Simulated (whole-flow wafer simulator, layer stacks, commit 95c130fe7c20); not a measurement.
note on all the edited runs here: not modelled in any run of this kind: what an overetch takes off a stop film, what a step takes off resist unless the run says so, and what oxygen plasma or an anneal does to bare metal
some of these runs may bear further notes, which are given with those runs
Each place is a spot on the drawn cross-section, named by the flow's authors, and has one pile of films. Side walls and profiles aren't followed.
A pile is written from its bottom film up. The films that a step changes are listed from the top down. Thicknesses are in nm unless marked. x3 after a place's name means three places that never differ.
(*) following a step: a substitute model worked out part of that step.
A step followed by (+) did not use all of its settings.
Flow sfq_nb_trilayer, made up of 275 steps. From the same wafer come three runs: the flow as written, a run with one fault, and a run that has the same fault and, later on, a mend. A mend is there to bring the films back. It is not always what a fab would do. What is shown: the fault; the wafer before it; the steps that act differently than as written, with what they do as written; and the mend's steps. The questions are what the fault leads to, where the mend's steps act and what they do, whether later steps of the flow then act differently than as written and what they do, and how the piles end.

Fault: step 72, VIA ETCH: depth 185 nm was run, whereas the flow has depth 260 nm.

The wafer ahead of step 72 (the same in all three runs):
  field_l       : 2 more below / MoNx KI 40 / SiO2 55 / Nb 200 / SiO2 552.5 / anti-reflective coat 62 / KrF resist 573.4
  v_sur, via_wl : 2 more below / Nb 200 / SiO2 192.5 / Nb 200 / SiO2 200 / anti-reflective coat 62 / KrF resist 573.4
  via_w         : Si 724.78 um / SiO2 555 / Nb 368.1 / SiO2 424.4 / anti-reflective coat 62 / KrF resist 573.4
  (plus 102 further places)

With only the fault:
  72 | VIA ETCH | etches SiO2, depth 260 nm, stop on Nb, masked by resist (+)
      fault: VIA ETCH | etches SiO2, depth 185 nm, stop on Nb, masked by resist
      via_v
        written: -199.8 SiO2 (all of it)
        fault: -185 SiO2
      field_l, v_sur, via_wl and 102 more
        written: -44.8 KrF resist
        fault: -31.9 KrF resist
  Steps further on in the flow that do not act as written (not shown: 4 more steps that differ only slightly, by at most 2% or 0.5 nm, whichever is larger):
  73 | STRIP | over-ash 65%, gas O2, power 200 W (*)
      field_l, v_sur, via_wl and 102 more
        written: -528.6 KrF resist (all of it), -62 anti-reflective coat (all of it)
        fault: -541.5 KrF resist (all of it), -62 anti-reflective coat (all of it)
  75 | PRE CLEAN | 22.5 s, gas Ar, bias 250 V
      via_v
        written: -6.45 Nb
        fault: -7.5 SiO2
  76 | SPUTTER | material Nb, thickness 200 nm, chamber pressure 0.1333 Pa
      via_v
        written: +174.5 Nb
        fault: +177.4 Nb (new film)
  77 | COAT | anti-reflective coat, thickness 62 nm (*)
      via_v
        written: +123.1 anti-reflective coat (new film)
        fault: +120 anti-reflective coat (new film)
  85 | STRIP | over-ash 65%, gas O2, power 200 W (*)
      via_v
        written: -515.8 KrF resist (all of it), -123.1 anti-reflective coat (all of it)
        fault: -504.5 KrF resist (all of it), -120 anti-reflective coat (all of it)
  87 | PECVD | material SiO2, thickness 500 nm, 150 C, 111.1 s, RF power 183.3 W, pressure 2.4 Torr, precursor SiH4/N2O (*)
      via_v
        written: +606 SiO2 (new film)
        fault: +589.4 SiO2 (new film)
  The piles end different from the flow's at via_v by more than 2% or 0.5 nm, whichever is larger.
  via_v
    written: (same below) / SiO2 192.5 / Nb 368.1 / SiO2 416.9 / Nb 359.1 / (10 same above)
    fault: (same below) / SiO2 192.5 / Nb 200 / SiO2 7.34 / Nb 177.4 / SiO2 400.3 / Nb 359.1 / (10 same above)

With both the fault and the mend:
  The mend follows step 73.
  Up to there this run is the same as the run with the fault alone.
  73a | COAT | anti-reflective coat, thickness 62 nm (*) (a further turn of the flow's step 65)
      p4_fl x3, p4_w1 x9, p4_g1 x2 and 63 more
        +62 anti-reflective coat (new film)
      r_end, moat, field_r and 7 more
        +61.8 anti-reflective coat (new film)
      sp_r, be_r, r_sur, res
        +61.7 anti-reflective coat (new film)
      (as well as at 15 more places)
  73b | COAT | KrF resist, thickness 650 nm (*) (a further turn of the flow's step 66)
      p4_fl x3, p4_w1 x9, p4_g1 x2 and 63 more
        +650 KrF resist (new film)
      field_r, lsp_l, ln_m5, lsp_m, ln_m6, lsp_r, l0_sur, l0v
        +649.6 KrF resist (new film)
      r_sur, res
        +649.4 KrF resist (new film)
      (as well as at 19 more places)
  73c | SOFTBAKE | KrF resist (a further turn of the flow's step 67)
      alters no film at any place that is followed
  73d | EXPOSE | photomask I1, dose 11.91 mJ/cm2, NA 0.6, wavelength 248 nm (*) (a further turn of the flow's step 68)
      alters no film at any place that is followed
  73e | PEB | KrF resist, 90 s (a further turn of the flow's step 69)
      ce_r, sp_r, be_r and 89 more
        -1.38 KrF resist
      field_l, v_sur, via_wl and 8 more
        -1.37 KrF resist
      via_wr, be
        -1.36 KrF resist
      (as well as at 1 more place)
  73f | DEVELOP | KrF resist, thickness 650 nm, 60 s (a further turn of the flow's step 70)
      field_l, v_sur, via_wl and 102 more
        -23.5 KrF resist
      via_v
        -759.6 KrF resist (all of it)
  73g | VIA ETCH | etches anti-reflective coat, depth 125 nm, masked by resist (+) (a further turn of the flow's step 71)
      field_l, v_sur, via_wl and 102 more
        -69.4 KrF resist
      via_v
        -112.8 anti-reflective coat (all of it)
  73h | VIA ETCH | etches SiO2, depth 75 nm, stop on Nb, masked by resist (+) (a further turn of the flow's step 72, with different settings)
      field_l, v_sur, via_wl and 102 more
        -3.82 KrF resist
      via_v
        -14.8 SiO2 (all of it)
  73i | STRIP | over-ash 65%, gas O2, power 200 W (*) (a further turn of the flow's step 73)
      p4_fl x3, p4_w1 x9, p4_g1 x2 and 63 more
        -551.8 KrF resist (all of it), -62 anti-reflective coat (all of it)
      moat, field_r, lsp_l, ln_m5, l0v
        -551.4 KrF resist (all of it), -61.8 anti-reflective coat (all of it)
      lsp_m, ln_m6, lsp_r, l0_sur
        -551.5 KrF resist (all of it), -61.8 anti-reflective coat (all of it)
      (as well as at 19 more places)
  None of the later steps of the flow differs from how it acts as written, at any place that is followed, by more than 2% or 0.5 nm, whichever is larger.
  The piles end only slightly different from the flow's at the places that both follow, by no more than 2% or 0.5 nm, whichever is larger.
